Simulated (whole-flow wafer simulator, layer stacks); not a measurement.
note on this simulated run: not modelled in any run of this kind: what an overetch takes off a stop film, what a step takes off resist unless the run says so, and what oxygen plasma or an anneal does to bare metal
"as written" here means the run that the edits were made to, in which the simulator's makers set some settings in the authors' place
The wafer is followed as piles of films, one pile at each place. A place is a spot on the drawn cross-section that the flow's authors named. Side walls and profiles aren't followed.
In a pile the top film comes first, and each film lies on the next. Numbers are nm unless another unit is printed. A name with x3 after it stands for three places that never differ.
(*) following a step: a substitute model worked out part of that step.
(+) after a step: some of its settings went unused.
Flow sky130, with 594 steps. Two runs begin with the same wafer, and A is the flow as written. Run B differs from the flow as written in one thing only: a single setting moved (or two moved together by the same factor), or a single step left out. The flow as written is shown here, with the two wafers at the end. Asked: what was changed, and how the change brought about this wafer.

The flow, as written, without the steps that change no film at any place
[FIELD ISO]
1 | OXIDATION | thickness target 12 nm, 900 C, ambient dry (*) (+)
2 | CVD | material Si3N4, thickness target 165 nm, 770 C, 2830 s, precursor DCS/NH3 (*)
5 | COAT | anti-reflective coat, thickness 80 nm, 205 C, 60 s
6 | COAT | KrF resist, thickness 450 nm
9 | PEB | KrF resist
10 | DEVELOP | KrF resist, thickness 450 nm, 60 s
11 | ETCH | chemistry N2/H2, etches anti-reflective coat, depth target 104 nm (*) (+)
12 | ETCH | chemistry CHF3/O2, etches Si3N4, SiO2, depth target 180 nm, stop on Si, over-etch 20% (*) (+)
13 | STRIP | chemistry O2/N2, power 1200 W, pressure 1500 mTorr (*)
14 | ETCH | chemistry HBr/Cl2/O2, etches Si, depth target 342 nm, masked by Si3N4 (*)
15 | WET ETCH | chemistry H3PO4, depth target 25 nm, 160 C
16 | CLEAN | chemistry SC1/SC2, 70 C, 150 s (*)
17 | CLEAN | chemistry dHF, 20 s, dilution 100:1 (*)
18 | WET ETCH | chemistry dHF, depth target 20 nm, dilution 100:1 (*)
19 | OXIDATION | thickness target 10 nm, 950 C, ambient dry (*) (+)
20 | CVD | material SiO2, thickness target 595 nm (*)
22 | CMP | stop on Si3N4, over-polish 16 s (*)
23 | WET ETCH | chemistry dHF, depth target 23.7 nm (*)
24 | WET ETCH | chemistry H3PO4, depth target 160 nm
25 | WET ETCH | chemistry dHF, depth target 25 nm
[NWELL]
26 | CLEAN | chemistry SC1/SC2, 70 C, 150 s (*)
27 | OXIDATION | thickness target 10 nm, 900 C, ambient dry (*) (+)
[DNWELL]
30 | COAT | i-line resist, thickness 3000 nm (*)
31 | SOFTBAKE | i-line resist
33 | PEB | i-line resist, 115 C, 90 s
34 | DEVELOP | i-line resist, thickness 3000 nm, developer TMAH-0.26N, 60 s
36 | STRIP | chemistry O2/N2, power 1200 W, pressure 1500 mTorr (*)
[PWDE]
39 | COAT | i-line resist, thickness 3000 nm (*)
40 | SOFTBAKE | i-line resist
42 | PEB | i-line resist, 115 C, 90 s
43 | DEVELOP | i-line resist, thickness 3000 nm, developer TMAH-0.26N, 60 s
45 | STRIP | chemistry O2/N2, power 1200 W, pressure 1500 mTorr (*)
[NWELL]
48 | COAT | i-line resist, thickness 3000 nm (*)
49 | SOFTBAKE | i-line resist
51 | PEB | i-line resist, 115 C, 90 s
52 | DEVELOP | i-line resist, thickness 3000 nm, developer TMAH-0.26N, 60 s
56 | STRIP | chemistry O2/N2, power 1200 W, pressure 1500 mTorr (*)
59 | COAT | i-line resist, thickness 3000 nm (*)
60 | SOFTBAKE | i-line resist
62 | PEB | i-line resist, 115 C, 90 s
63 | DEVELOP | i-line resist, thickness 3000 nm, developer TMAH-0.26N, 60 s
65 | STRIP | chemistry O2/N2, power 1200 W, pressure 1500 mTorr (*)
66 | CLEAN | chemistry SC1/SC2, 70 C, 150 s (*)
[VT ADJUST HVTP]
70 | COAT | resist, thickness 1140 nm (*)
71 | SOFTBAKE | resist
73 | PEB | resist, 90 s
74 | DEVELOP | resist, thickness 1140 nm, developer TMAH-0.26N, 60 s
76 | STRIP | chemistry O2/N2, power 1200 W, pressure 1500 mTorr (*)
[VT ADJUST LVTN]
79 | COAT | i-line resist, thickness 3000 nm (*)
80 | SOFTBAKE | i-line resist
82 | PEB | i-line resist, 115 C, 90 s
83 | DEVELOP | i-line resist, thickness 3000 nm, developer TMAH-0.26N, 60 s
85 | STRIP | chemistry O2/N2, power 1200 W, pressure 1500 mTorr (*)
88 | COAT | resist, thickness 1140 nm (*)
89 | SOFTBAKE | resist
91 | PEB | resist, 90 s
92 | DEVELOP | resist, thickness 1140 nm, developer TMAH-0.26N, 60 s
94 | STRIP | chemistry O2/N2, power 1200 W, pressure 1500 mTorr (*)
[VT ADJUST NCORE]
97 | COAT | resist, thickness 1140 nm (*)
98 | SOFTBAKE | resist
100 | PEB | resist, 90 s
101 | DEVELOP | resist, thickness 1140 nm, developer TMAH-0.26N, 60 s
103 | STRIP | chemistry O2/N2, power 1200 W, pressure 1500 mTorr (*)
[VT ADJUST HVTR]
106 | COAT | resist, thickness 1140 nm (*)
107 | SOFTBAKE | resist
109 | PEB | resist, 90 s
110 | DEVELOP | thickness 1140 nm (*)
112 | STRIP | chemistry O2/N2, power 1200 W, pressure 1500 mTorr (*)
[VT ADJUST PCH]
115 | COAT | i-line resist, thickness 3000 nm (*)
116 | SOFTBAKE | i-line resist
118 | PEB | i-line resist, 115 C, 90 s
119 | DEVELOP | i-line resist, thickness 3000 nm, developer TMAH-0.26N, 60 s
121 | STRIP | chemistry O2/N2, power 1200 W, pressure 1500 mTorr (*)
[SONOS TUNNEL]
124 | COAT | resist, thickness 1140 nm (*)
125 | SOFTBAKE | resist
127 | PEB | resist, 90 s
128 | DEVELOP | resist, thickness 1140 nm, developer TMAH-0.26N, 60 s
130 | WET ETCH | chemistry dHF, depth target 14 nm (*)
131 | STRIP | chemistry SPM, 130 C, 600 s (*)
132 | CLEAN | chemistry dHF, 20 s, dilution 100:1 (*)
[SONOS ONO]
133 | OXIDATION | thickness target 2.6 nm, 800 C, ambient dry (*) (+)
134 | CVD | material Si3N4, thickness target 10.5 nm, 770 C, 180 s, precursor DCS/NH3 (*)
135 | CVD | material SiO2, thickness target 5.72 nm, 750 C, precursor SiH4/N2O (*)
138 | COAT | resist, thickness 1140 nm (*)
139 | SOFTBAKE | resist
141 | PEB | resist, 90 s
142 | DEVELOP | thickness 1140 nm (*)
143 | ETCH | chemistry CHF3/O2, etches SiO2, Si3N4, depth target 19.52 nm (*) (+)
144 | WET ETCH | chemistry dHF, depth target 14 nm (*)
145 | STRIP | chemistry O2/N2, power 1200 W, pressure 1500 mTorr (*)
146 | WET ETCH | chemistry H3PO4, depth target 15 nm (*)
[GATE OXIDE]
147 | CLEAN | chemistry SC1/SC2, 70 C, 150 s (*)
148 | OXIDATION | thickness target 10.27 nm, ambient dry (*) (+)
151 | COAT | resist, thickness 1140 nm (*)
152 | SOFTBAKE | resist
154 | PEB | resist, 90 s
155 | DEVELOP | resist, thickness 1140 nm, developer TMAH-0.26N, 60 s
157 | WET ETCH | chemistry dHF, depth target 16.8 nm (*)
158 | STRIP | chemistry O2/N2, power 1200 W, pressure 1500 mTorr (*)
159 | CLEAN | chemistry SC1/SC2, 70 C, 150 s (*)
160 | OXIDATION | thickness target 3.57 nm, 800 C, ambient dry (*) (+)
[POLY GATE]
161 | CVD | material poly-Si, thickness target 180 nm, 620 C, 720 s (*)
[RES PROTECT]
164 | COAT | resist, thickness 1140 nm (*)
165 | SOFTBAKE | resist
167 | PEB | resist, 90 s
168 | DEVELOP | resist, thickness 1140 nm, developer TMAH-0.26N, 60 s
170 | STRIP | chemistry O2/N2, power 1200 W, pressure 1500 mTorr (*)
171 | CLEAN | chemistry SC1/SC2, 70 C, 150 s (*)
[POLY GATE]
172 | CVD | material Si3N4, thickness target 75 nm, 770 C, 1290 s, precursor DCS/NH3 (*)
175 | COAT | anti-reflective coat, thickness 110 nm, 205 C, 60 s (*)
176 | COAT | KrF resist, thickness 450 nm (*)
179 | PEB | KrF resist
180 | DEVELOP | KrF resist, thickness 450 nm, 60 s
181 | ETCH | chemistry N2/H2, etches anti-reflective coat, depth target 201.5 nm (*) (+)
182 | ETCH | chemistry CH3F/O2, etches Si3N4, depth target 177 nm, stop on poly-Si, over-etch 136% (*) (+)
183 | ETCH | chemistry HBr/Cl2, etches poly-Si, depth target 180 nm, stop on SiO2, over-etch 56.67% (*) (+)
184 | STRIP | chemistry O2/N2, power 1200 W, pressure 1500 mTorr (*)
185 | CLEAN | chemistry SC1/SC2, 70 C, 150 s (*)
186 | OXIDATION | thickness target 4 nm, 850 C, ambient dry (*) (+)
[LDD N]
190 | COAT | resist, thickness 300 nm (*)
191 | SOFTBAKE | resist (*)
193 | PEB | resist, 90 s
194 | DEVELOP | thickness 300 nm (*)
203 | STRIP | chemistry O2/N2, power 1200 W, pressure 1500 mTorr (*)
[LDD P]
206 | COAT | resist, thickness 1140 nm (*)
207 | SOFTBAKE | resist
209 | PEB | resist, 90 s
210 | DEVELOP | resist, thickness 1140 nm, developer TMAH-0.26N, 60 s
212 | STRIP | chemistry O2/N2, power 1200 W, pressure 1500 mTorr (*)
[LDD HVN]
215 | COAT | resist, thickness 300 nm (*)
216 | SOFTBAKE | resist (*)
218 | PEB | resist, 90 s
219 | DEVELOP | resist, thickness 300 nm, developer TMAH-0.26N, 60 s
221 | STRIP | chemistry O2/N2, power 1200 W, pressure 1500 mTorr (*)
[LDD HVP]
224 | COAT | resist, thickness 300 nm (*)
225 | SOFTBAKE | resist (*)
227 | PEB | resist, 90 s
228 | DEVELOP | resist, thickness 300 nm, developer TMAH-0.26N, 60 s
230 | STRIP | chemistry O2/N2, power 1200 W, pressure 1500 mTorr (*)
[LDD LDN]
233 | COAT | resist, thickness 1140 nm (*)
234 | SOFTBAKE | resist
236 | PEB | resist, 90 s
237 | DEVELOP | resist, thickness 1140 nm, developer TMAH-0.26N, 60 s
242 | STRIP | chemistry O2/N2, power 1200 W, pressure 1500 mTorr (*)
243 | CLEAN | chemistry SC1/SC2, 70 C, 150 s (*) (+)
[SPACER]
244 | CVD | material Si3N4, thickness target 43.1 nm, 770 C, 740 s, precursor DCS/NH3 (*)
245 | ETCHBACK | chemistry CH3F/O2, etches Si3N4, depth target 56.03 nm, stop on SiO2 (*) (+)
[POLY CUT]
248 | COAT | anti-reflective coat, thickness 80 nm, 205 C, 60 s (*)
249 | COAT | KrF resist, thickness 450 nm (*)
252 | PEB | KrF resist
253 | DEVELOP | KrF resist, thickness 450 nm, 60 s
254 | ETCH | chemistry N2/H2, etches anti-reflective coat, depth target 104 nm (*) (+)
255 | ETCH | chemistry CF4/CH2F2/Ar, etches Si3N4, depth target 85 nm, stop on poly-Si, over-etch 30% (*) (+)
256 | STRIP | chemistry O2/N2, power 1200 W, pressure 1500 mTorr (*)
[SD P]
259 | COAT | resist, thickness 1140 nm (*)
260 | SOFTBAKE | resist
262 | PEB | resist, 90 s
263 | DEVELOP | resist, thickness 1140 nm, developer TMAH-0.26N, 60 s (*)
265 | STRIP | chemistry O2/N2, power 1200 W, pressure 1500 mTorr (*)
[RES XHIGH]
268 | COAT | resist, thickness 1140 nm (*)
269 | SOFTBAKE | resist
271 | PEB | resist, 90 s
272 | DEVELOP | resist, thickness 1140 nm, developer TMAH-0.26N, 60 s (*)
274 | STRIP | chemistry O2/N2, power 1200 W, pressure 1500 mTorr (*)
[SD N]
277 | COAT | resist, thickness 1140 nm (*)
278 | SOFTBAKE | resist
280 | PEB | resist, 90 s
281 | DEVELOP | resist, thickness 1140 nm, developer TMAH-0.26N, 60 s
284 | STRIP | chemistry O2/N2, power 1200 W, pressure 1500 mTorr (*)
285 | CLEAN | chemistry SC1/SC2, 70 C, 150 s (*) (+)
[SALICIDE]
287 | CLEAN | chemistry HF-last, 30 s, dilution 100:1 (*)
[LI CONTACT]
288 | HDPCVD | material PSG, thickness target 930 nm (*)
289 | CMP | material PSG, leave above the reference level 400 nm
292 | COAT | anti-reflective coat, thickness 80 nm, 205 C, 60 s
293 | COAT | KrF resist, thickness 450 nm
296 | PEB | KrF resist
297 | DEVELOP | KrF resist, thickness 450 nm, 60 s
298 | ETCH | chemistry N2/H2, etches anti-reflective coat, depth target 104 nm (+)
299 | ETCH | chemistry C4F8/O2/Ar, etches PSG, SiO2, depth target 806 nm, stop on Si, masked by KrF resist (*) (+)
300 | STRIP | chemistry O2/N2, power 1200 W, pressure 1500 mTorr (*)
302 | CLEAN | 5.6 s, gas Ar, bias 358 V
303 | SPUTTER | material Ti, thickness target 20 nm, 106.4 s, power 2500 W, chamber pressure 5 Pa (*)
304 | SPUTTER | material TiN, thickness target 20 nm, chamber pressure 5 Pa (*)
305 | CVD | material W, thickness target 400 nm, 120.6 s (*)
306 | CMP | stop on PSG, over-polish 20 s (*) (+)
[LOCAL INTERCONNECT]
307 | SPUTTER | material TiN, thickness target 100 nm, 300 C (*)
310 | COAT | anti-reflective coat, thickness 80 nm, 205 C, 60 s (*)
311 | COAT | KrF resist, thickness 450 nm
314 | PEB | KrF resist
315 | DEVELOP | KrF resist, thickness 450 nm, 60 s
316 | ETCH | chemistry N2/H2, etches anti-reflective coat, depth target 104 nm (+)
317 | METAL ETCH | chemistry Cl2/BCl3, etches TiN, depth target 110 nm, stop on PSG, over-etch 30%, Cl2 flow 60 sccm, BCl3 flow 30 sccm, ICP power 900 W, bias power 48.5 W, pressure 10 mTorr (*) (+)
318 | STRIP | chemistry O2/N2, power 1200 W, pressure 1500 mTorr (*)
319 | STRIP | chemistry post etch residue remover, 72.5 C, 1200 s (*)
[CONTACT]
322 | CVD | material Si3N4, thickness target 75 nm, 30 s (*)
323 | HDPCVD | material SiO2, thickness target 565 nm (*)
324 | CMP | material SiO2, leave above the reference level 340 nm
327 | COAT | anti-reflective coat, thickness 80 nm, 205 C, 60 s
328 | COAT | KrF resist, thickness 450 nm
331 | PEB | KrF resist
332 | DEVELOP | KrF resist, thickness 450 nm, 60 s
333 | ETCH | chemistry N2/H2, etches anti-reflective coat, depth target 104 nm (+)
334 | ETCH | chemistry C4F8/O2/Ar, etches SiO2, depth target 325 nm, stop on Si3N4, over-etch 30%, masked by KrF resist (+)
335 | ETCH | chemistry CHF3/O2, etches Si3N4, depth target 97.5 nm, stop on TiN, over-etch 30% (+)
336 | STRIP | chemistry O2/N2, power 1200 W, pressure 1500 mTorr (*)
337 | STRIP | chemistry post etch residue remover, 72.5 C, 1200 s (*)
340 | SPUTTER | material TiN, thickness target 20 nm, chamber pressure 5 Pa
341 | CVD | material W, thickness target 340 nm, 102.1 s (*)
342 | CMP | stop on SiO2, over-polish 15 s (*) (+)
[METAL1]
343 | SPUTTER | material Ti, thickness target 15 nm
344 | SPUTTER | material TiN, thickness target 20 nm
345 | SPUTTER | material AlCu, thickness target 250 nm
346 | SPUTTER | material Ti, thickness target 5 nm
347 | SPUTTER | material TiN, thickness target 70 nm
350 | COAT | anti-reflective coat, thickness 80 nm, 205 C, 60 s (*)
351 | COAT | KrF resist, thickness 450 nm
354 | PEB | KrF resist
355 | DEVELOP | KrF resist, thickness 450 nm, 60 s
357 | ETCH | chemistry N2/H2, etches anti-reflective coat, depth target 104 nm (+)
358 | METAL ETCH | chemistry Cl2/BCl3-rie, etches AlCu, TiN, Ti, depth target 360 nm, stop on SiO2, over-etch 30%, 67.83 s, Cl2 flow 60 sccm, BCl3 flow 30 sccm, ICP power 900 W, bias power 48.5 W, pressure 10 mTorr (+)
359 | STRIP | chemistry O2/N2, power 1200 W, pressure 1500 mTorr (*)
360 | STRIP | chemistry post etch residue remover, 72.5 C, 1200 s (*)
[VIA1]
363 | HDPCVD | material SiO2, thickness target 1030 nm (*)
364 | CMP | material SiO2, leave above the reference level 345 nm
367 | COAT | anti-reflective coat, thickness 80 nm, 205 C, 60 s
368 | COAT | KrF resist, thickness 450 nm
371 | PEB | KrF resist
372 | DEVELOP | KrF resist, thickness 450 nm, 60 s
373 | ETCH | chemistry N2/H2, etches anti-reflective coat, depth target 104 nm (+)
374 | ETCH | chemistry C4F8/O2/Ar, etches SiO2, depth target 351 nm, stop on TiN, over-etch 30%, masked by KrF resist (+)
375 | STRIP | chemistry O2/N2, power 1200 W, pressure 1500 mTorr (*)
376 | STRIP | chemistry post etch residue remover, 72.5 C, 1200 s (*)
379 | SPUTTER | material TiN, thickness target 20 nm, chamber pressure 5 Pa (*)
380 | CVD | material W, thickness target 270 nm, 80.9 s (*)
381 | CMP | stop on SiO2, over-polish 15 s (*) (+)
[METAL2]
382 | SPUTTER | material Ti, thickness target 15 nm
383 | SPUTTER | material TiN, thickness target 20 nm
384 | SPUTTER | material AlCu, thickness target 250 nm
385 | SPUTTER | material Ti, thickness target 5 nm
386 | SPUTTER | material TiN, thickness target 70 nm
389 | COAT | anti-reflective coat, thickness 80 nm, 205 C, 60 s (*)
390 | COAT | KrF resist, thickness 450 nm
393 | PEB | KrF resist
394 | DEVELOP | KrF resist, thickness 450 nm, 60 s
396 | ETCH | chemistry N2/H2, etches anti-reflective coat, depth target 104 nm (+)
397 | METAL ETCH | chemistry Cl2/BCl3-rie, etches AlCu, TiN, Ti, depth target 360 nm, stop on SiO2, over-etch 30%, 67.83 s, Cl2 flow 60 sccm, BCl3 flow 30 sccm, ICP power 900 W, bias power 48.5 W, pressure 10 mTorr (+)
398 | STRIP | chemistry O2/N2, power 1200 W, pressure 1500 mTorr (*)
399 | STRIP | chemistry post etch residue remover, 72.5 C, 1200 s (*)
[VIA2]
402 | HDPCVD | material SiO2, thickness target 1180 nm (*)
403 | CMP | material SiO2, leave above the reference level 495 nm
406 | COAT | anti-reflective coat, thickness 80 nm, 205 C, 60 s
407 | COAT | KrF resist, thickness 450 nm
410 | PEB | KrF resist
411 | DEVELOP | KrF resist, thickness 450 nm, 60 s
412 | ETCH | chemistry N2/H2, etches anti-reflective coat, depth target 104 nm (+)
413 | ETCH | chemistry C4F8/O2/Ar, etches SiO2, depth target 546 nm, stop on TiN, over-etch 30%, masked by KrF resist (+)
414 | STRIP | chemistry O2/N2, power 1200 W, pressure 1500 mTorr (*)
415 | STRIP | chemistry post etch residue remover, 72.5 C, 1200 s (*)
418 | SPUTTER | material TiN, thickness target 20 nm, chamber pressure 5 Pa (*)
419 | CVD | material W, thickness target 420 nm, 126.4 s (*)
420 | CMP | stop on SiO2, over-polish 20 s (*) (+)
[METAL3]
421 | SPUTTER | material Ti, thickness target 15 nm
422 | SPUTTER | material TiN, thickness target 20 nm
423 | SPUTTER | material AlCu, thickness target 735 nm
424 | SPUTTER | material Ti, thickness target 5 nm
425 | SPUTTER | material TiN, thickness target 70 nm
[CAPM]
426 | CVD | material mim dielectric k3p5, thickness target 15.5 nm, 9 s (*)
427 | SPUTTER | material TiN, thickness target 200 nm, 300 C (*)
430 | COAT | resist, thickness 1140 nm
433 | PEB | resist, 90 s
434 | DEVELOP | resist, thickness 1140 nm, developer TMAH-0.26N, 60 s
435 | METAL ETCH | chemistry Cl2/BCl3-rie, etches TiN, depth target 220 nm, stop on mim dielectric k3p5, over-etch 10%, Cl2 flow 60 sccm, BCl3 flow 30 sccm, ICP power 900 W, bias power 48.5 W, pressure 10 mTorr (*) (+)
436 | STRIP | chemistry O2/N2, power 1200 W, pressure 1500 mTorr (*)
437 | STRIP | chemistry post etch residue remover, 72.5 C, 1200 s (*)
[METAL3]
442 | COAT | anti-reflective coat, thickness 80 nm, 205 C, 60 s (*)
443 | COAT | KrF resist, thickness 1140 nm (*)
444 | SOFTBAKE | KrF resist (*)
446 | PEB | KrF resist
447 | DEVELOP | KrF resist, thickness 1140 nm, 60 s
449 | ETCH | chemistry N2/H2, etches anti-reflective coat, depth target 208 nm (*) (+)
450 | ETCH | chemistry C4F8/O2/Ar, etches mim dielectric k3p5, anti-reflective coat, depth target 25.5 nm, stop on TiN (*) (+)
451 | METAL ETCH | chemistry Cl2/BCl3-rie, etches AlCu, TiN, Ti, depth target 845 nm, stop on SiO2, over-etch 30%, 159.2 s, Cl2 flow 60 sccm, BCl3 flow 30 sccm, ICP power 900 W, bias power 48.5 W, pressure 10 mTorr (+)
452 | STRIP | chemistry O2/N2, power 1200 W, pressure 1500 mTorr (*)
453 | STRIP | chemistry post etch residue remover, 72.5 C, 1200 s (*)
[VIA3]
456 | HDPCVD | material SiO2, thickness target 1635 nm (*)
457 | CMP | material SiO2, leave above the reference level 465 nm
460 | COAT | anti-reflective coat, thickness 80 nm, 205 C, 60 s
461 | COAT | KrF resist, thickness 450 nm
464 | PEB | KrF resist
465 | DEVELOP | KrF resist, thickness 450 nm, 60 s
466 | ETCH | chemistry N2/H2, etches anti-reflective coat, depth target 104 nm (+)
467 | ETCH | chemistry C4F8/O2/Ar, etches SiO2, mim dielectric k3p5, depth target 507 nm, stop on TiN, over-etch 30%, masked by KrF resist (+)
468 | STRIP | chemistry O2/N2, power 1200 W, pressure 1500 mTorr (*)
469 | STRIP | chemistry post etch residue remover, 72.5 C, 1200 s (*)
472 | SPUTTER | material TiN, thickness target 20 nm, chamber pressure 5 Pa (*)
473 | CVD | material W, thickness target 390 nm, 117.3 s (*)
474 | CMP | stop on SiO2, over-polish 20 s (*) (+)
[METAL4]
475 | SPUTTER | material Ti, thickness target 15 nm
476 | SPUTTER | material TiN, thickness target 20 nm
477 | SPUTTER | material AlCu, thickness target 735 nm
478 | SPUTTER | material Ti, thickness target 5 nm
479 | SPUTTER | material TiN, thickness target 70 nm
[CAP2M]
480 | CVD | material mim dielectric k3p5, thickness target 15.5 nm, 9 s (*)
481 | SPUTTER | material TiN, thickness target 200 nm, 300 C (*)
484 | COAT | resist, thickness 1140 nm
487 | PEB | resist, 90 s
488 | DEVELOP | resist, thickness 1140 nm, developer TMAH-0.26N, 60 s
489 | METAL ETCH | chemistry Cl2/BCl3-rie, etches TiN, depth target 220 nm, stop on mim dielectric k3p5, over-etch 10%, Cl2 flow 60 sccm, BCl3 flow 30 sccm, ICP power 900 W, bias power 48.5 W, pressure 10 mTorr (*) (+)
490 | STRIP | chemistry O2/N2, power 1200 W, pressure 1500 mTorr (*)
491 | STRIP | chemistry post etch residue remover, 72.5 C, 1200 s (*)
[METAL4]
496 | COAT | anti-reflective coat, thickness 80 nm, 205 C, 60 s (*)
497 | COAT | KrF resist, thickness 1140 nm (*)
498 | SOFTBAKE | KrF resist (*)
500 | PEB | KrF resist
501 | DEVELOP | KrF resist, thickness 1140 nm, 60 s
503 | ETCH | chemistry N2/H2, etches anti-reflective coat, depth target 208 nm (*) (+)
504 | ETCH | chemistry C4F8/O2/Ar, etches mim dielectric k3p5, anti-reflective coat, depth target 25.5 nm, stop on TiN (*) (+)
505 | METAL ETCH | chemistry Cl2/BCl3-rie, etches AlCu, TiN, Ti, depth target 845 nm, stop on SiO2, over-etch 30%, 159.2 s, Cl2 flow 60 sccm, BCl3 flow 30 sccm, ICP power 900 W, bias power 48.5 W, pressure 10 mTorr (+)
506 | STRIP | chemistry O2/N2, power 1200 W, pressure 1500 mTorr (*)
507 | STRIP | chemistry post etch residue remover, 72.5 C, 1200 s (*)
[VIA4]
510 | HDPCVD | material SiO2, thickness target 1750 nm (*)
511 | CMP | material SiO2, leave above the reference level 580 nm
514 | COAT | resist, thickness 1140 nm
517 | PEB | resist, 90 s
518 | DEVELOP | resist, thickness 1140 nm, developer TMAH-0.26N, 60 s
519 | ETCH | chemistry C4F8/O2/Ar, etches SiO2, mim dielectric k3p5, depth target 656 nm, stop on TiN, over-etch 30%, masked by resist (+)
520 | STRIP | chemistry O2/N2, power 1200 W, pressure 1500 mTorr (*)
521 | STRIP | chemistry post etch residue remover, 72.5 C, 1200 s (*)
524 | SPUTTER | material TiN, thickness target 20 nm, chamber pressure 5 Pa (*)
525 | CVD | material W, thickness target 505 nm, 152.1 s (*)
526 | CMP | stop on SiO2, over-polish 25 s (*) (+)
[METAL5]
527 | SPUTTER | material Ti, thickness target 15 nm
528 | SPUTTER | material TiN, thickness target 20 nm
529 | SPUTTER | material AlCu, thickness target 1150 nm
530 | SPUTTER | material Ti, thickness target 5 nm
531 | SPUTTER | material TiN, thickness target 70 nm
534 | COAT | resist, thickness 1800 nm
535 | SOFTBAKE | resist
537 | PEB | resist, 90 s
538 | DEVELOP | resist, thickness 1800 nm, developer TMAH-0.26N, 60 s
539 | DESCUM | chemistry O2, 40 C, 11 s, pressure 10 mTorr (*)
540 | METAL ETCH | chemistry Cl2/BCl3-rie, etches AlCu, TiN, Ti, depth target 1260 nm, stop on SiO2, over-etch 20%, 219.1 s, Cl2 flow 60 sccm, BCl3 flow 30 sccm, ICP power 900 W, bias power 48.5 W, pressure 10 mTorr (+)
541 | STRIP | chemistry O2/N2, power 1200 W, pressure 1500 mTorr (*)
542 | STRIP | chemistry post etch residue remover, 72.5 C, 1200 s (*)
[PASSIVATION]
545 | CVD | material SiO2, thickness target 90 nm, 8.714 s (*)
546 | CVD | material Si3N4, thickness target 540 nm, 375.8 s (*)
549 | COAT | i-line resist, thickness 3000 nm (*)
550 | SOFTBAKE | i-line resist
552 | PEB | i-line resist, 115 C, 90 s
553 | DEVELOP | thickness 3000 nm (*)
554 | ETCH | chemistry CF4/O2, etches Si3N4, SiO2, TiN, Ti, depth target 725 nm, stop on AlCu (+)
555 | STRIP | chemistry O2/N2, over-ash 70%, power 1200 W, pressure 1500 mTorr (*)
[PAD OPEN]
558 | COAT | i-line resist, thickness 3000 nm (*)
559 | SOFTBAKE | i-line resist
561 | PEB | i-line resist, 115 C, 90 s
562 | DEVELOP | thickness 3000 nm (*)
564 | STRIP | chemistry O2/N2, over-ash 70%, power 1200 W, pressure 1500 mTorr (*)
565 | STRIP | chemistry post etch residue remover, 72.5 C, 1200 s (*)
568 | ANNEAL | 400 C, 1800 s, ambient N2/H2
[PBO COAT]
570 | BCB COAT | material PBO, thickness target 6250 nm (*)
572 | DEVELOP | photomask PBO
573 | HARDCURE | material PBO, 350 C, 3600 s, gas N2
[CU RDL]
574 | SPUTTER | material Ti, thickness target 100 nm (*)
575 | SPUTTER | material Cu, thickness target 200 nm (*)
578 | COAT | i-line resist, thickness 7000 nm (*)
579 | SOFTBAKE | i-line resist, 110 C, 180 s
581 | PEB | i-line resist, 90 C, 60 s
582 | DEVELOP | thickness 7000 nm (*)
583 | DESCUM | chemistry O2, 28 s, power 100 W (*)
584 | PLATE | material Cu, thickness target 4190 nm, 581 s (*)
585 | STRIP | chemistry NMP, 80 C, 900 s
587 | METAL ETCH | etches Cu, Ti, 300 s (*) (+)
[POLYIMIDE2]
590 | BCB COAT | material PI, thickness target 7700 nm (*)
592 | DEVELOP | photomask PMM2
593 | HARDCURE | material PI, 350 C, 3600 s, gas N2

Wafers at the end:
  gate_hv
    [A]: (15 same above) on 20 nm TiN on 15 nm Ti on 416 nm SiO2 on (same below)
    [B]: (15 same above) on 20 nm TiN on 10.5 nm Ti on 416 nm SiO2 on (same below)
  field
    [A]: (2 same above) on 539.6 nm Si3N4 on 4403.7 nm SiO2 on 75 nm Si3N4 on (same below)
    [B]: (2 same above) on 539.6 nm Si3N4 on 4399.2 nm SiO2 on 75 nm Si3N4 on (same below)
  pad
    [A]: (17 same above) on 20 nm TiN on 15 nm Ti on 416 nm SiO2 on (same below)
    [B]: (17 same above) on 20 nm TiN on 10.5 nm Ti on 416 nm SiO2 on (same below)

The reason: step 421, SPUTTER: thickness target 10.5 nm was run, while the flow as written has thickness target 15 nm.
The wafer lets one read it off: gate_hv has Ti 10.5, and step 421 as written asks for 15 nm.

The path from the change to this, step by step:
  421 | SPUTTER | material Ti, thickness target 15 nm
      field, active, n_well and 188 more: A Ti gains 15 (new film) | B Ti gains 10.5 (new film)
  451 | METAL ETCH | chemistry Cl2/BCl3-rie, etches AlCu, TiN, Ti, depth target 845 nm, stop on SiO2, over-etch 30%, 159.2 s, Cl2 flow 60 sccm, BCl3 flow 30 sccm, ICP power 900 W, bias power 48.5 W, pressure 10 mTorr (+)
      field, active, gate and 69 more: A TiN loses 70 (all of it), Ti loses 5 (all of it), AlCu loses 735 (all of it), TiN loses 20 (all of it), Ti loses 15 (all of it), SiO2 loses 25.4 | B TiN loses 70 (all of it), Ti loses 5 (all of it), AlCu loses 735 (all of it), TiN loses 20 (all of it), Ti loses 10.5 (all of it), SiO2 loses 25.8
      vpp_ln, vpp_iso2, ndiff_ln and 10 more: A TiN loses 70 (all of it), Ti loses 5 (all of it), AlCu loses 735 (all of it), TiN loses 20 (all of it), Ti loses 15 (all of it), SiO2 loses 25.3 | B TiN loses 70 (all of it), Ti loses 5 (all of it), AlCu loses 735 (all of it), TiN loses 20 (all of it), Ti loses 10.5 (all of it), SiO2 loses 25.8
